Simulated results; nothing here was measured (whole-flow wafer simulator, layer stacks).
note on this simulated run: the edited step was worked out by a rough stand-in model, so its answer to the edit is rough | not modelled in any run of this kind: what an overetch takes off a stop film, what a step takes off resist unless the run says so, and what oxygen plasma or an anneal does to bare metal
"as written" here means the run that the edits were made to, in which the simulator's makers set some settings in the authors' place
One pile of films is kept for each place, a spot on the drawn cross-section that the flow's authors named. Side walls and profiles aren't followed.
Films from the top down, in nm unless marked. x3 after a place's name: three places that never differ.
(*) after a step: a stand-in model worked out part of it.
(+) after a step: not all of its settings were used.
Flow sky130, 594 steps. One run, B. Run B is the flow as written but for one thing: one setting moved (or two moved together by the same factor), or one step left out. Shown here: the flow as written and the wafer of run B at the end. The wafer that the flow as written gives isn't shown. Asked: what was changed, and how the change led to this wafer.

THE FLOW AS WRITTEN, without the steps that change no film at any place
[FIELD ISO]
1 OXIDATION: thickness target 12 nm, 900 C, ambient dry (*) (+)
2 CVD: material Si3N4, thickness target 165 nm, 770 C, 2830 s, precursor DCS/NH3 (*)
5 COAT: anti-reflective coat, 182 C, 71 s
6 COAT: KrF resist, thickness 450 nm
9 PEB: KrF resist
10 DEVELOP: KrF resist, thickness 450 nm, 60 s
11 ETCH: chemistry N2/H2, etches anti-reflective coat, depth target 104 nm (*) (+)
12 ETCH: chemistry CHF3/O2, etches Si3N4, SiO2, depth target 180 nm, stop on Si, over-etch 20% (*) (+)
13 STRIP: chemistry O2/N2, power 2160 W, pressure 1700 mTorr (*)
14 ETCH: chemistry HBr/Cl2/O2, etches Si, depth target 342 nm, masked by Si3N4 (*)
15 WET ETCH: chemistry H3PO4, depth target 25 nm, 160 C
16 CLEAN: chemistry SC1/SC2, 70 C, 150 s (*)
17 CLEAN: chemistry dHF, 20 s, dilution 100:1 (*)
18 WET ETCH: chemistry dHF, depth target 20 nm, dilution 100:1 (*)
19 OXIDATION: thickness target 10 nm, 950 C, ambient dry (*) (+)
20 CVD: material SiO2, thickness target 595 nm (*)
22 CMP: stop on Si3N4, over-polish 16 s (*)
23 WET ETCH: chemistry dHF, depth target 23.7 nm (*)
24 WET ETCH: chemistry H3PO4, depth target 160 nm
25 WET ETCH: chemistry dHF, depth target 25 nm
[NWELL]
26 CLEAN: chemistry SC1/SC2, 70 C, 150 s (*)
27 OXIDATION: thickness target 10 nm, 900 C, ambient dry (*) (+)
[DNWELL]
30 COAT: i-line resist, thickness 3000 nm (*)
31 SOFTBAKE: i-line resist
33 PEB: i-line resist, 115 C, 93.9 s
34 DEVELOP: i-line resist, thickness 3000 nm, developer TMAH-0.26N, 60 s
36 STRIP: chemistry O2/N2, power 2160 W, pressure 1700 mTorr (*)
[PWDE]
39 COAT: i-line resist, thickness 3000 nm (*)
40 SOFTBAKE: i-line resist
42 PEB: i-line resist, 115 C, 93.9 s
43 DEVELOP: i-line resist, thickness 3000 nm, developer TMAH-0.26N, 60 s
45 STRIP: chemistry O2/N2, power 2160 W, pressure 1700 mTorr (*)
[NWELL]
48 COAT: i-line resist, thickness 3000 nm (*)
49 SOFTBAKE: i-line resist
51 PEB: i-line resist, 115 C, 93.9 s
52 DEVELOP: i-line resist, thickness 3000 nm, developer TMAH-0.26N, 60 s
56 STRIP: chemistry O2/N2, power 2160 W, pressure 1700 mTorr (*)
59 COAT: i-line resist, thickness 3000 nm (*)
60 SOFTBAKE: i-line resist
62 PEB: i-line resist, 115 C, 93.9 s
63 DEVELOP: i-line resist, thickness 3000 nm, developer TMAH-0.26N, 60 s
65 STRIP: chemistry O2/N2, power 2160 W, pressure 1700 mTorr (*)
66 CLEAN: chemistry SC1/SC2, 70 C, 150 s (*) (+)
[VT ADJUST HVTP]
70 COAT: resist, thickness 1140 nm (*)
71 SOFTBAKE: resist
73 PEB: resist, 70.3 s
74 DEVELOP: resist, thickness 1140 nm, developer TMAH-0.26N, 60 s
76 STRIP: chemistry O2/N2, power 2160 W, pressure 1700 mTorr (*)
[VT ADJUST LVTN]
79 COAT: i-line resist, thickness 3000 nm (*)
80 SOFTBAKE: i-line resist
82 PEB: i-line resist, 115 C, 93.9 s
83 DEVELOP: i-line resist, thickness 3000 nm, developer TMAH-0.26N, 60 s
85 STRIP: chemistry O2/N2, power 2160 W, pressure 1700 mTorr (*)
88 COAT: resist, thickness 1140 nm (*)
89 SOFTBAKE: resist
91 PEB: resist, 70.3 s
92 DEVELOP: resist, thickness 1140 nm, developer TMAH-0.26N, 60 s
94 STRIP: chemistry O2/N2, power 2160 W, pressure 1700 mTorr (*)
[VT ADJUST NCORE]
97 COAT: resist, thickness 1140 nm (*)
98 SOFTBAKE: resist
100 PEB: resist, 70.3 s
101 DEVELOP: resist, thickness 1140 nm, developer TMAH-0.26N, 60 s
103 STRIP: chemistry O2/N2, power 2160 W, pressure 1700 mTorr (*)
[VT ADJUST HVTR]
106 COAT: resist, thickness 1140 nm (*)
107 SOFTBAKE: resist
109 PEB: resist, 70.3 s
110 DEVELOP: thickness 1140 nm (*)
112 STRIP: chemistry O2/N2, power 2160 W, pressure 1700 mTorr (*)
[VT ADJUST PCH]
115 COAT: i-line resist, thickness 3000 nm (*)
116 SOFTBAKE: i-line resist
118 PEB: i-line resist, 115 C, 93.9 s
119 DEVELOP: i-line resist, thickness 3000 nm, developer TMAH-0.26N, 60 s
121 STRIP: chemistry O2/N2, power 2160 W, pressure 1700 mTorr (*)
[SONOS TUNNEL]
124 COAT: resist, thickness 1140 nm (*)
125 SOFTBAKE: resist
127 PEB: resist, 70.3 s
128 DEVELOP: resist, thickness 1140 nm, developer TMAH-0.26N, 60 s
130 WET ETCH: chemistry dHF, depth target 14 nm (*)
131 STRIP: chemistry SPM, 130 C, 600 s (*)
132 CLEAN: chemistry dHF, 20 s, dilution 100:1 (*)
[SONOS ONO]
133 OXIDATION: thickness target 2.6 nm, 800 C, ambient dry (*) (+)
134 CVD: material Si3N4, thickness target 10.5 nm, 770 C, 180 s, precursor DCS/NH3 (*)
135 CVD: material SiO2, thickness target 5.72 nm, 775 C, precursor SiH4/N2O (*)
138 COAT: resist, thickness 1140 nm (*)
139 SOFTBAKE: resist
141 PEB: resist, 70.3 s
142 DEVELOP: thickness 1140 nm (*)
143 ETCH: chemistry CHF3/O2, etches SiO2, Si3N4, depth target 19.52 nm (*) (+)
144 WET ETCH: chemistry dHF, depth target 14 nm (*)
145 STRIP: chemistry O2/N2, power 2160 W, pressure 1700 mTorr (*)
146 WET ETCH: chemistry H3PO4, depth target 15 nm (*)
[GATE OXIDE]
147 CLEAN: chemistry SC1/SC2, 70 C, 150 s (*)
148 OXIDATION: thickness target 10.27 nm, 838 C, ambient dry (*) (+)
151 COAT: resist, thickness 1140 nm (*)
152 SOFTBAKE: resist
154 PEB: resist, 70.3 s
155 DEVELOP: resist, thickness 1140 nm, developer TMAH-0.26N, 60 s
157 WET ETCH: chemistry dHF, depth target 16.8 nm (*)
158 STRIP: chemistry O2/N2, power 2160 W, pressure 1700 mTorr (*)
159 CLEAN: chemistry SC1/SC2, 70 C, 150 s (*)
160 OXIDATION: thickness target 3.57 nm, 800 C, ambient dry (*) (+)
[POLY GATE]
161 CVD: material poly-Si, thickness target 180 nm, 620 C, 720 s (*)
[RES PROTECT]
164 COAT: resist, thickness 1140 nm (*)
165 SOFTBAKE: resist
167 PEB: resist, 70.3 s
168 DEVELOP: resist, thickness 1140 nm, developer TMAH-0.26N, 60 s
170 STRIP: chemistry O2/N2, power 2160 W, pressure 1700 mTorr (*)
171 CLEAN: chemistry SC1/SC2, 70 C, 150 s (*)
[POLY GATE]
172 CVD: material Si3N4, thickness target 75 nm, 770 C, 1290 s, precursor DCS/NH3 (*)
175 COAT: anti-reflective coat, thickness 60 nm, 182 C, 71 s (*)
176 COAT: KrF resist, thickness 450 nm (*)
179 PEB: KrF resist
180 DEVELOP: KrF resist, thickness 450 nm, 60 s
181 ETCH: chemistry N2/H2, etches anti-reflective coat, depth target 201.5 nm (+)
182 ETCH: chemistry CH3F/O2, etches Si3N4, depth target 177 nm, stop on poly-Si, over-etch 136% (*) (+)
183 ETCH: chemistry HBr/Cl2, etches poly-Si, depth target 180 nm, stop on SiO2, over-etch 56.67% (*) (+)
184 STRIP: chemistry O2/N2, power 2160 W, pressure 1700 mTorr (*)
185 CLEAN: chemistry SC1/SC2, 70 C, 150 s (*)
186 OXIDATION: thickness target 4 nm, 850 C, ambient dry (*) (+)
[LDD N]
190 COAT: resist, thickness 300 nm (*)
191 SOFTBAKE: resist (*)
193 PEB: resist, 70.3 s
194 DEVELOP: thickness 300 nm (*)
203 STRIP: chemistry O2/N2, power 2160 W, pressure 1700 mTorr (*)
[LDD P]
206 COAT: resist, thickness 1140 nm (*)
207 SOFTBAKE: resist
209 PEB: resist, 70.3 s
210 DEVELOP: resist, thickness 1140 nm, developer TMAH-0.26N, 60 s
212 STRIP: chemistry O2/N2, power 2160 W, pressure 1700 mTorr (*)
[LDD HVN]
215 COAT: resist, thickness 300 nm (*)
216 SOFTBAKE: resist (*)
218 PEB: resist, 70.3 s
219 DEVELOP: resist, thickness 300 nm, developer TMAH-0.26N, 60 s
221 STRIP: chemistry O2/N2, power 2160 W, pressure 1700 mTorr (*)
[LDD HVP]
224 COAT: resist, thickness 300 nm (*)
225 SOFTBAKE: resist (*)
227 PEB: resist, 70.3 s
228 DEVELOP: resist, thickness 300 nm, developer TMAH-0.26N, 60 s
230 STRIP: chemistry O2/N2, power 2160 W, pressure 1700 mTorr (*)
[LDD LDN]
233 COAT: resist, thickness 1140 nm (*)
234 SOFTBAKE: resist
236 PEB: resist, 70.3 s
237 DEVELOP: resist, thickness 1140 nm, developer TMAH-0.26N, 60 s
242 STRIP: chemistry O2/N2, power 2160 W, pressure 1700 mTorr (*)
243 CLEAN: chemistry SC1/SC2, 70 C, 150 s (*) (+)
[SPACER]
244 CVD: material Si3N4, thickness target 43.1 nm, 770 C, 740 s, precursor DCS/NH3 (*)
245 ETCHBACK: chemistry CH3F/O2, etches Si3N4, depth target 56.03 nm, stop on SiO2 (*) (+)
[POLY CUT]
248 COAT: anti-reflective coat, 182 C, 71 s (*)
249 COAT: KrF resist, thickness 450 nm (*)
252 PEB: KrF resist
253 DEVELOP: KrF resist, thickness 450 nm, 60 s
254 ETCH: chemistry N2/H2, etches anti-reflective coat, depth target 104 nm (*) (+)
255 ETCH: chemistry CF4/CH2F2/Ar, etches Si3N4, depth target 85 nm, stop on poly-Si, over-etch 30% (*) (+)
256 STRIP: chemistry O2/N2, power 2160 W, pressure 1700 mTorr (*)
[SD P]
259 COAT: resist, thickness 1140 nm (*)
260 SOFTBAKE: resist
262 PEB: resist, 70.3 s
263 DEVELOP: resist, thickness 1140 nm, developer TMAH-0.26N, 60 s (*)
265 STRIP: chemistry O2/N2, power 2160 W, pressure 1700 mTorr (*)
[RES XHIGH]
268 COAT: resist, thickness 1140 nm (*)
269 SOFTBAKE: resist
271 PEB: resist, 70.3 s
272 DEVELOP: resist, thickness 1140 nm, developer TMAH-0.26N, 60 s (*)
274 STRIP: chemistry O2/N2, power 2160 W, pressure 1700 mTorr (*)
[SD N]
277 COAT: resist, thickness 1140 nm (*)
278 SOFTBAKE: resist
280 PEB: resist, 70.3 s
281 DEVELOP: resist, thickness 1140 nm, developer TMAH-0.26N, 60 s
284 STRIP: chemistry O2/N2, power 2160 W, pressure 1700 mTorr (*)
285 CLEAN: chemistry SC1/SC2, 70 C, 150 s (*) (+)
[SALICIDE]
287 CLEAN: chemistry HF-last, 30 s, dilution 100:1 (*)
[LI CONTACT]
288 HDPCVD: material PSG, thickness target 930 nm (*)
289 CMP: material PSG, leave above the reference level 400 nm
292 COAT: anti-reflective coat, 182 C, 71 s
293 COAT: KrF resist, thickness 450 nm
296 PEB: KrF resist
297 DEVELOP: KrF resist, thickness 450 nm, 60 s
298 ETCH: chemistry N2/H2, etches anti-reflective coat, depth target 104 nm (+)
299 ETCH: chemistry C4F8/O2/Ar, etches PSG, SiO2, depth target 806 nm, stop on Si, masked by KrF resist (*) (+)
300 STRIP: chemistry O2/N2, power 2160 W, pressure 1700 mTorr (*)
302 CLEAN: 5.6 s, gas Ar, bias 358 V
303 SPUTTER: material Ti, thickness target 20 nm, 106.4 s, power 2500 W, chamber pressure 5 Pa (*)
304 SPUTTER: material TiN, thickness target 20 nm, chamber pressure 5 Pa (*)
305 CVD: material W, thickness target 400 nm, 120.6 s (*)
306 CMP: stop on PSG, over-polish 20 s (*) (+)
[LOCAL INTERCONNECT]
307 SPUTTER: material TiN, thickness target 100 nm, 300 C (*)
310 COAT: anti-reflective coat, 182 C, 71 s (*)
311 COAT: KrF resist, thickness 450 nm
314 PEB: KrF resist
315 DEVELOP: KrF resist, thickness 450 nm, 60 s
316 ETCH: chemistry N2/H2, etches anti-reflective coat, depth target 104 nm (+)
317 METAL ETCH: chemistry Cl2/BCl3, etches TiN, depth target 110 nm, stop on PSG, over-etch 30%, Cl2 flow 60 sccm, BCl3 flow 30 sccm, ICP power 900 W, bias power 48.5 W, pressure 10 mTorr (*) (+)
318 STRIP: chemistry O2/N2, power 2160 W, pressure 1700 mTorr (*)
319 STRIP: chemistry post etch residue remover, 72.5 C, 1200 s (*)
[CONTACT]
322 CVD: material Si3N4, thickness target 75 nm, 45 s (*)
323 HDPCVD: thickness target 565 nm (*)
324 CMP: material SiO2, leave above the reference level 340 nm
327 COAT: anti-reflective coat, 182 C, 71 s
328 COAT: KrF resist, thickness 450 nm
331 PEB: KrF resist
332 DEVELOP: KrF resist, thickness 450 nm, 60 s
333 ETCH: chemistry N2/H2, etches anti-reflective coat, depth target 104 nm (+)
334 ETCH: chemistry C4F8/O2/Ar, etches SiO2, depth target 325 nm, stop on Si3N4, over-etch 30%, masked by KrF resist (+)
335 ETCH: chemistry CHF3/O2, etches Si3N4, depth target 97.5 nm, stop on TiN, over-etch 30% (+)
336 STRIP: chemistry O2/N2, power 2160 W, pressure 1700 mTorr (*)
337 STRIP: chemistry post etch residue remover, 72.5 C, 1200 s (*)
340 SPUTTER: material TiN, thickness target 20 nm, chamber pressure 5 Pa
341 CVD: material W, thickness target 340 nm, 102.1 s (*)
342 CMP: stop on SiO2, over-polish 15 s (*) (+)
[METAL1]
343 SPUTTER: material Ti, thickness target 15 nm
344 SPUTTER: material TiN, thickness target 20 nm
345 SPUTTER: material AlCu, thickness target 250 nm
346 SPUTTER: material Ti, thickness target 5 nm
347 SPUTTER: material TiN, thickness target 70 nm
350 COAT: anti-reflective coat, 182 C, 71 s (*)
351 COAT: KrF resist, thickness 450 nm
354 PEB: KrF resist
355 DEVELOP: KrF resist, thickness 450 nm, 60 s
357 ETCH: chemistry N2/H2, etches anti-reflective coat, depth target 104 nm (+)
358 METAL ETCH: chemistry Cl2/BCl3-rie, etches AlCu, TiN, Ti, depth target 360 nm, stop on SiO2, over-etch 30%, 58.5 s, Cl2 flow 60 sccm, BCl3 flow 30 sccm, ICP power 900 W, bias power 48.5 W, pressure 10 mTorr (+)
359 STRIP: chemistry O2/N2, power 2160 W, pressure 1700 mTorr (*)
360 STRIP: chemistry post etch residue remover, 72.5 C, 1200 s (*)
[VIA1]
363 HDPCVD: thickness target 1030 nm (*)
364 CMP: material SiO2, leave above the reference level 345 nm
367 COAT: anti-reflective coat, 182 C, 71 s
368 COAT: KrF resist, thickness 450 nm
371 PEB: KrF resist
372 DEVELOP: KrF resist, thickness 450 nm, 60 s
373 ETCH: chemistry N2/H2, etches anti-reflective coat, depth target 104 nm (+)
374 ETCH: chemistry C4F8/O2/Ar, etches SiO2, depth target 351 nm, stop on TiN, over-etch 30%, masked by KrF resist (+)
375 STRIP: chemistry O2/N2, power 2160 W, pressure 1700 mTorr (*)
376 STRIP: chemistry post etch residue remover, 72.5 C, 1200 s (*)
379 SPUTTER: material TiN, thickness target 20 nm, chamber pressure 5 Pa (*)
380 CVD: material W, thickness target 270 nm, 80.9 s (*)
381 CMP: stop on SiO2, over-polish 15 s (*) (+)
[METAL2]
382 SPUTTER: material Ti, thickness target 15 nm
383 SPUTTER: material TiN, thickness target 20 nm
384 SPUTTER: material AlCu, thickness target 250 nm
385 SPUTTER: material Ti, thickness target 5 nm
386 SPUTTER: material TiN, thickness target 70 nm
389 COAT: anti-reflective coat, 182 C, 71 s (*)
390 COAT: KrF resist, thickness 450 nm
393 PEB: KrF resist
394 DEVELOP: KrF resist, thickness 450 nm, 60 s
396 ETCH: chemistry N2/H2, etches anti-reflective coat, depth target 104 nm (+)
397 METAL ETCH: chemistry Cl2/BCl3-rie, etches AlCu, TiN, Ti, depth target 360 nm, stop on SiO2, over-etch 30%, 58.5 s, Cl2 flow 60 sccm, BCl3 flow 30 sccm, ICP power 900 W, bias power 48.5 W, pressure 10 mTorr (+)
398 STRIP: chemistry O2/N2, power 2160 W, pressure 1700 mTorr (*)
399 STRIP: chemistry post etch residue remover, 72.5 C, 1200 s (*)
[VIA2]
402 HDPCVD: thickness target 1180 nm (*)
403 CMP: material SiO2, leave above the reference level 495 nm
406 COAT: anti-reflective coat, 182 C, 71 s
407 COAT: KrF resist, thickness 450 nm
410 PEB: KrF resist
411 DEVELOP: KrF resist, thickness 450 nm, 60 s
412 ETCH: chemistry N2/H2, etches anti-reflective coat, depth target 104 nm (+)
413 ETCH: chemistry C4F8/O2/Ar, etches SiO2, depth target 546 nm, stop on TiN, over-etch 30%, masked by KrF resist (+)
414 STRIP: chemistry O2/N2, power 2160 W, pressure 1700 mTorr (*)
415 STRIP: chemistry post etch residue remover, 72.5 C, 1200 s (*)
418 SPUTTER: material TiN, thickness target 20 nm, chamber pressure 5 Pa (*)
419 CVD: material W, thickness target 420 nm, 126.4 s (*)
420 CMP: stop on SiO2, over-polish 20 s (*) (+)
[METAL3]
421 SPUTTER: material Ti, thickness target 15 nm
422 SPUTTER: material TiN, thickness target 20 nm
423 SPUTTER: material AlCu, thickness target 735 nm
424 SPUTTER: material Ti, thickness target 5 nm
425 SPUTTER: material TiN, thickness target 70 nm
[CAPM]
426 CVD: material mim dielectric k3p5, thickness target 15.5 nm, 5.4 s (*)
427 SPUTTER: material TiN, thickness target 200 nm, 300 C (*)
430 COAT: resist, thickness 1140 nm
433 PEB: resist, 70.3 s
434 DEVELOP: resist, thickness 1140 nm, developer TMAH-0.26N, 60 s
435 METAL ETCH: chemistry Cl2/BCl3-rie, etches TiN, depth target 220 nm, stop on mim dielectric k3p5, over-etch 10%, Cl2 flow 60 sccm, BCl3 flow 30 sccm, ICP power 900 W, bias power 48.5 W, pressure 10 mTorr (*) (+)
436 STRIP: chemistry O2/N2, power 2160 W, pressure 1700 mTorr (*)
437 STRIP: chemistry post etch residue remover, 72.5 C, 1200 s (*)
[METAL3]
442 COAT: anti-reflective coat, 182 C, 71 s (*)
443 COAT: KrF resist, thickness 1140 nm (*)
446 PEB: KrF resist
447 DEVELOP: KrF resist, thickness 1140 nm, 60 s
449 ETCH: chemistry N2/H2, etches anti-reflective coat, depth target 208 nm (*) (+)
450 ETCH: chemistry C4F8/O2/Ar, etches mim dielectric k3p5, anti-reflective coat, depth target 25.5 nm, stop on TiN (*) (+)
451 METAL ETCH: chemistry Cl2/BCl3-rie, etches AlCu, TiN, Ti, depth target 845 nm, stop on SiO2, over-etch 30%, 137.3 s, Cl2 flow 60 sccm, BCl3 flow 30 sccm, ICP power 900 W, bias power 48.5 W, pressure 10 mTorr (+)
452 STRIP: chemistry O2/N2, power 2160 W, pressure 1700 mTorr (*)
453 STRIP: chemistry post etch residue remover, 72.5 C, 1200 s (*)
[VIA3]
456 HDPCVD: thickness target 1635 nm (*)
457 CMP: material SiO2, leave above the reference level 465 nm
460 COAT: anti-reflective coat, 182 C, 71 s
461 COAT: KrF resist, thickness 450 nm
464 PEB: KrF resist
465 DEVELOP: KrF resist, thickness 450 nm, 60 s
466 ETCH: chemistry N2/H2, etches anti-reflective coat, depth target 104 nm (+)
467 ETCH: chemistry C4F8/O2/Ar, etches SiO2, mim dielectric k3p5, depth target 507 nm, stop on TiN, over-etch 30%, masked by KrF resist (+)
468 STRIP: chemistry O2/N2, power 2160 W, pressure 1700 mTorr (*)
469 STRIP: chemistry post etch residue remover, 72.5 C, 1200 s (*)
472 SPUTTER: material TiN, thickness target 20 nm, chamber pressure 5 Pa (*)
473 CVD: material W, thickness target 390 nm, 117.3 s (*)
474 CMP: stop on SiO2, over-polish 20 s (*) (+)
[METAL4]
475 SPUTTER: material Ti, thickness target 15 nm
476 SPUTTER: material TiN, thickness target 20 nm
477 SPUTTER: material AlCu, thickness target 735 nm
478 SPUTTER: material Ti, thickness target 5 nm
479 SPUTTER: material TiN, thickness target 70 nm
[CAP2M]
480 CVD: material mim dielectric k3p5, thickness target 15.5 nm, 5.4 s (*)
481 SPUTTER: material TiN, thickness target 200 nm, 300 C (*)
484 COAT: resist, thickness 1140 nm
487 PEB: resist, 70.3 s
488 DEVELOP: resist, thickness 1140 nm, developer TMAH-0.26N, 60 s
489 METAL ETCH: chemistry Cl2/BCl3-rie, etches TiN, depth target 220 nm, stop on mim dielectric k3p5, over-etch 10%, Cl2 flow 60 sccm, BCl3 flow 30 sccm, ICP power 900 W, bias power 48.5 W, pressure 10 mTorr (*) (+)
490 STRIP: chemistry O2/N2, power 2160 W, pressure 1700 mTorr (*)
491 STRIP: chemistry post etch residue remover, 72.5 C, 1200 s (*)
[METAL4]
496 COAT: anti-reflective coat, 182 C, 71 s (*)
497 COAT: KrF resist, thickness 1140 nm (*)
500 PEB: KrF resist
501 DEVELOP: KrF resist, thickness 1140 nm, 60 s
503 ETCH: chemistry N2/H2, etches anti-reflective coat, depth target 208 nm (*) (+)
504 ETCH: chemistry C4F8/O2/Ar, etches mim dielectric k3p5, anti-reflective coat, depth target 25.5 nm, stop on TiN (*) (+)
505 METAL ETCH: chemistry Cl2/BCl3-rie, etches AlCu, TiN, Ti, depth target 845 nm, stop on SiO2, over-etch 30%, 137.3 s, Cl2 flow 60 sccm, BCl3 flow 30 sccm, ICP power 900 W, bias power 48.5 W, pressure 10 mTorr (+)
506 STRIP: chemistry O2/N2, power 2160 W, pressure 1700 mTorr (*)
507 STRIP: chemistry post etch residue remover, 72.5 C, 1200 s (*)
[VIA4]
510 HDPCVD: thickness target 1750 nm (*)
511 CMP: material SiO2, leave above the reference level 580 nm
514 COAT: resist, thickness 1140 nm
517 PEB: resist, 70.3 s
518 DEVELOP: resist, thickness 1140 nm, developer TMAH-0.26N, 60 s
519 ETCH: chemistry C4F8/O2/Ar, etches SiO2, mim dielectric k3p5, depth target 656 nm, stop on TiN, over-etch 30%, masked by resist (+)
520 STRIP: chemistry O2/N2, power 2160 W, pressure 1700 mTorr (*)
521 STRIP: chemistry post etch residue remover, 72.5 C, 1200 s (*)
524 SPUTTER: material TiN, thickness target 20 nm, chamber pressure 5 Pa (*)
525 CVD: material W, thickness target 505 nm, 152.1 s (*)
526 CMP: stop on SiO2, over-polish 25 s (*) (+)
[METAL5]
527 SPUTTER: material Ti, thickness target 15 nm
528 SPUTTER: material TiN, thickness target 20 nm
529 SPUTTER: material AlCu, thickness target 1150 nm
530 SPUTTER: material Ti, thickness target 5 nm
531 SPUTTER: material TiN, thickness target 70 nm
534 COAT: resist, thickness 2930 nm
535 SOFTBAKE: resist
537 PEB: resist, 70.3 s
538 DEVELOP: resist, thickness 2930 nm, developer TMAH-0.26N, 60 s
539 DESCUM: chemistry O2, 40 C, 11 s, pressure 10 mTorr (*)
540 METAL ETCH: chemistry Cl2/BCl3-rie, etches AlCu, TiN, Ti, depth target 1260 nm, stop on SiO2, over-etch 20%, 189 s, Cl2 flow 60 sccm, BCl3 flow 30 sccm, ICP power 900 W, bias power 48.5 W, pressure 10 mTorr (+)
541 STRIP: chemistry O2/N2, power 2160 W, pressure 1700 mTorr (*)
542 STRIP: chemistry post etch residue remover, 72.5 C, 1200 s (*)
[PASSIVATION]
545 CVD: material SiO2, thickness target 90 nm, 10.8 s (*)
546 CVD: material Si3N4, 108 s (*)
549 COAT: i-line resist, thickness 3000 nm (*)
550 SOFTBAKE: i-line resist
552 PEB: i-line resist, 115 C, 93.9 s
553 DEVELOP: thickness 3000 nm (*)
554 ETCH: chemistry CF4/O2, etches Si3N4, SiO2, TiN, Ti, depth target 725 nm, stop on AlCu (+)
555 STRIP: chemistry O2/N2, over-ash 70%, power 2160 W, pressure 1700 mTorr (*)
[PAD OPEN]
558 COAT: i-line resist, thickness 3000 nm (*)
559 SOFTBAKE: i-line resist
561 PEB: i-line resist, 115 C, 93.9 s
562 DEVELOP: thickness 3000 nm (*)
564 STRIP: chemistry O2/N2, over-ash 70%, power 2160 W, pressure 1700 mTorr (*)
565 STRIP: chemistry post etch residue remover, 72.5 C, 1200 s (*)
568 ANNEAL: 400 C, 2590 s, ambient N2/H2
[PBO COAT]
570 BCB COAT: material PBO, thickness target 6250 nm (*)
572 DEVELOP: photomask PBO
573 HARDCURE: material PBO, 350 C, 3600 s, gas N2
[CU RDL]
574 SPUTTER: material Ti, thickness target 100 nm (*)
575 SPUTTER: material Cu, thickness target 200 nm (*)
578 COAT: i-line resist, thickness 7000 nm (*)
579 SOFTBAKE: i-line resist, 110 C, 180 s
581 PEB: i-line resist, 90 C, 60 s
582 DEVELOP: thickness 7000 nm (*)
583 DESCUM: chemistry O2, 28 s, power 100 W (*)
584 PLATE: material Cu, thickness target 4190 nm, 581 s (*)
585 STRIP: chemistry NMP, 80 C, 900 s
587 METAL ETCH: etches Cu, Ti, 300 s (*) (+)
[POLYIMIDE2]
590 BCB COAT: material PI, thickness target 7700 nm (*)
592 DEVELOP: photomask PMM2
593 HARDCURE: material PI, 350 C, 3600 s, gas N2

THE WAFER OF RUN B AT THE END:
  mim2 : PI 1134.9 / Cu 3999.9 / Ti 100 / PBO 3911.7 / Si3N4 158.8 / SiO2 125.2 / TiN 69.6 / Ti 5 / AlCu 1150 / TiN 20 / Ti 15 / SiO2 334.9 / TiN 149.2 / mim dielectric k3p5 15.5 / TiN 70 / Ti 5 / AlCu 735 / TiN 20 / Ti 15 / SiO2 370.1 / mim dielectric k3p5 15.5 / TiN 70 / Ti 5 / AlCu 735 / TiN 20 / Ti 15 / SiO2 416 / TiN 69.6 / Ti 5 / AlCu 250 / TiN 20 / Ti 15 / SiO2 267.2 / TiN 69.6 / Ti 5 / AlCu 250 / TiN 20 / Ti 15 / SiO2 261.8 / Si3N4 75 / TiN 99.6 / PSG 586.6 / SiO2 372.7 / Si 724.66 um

The cause: step 481, SPUTTER: thickness target 150 nm was run, where the flow has thickness target 200 nm.

How the change led to this, step by step:
  481 SPUTTER: material TiN, thickness target 200 nm, 300 C (*)
      field, active, n_well and 189 more: TiN +150 (new film) (as written it would be: TiN +200 (new film))
  489 METAL ETCH: chemistry Cl2/BCl3-rie, etches TiN, depth target 220 nm, stop on mim dielectric k3p5, over-etch 10%, Cl2 flow 60 sccm, BCl3 flow 30 sccm, ICP power 900 W, bias power 48.5 W, pressure 10 mTorr (*) (+)
      field, active, n_well and 188 more: TiN -150 (all of it) (as written it would be: TiN -200 (all of it))
      mim2: resist -110 (as written it would be: resist -146.7)
  490 STRIP: chemistry O2/N2, power 2160 W, pressure 1700 mTorr (*)
      mim2: resist -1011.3 (all of it) (as written it would be: resist -974.6 (all of it))
  496 COAT: anti-reflective coat, 182 C, 71 s (*)
      iso_guard__w2: anti-reflective coat +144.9 (new film) (as written it would be: anti-reflective coat +177.8 (new film))
      mim2: anti-reflective coat +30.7 (new film) (as written it would be: anti-reflective coat +40.3 (new film))
  497 COAT: KrF resist, thickness 1140 nm (*)
      mim2: KrF resist +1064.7 (new film) (as written it would be: KrF resist +1018.9 (new film))
  506 STRIP: chemistry O2/N2, power 2160 W, pressure 1700 mTorr (*)
      iso_guard__w2: KrF resist -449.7 (all of it), anti-reflective coat -144.9 (all of it) (as written it would be: KrF resist -427.9 (all of it), anti-reflective coat -177.8 (all of it))
      mim2: KrF resist -417.8 (all of it), anti-reflective coat -30.7 (all of it) (as written it would be: KrF resist -372.1 (all of it), anti-reflective coat -40.3 (all of it))
  511 CMP: material SiO2, leave above the reference level 580 nm
      mim2: SiO2 -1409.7 (as written it would be: SiO2 -1459.7)
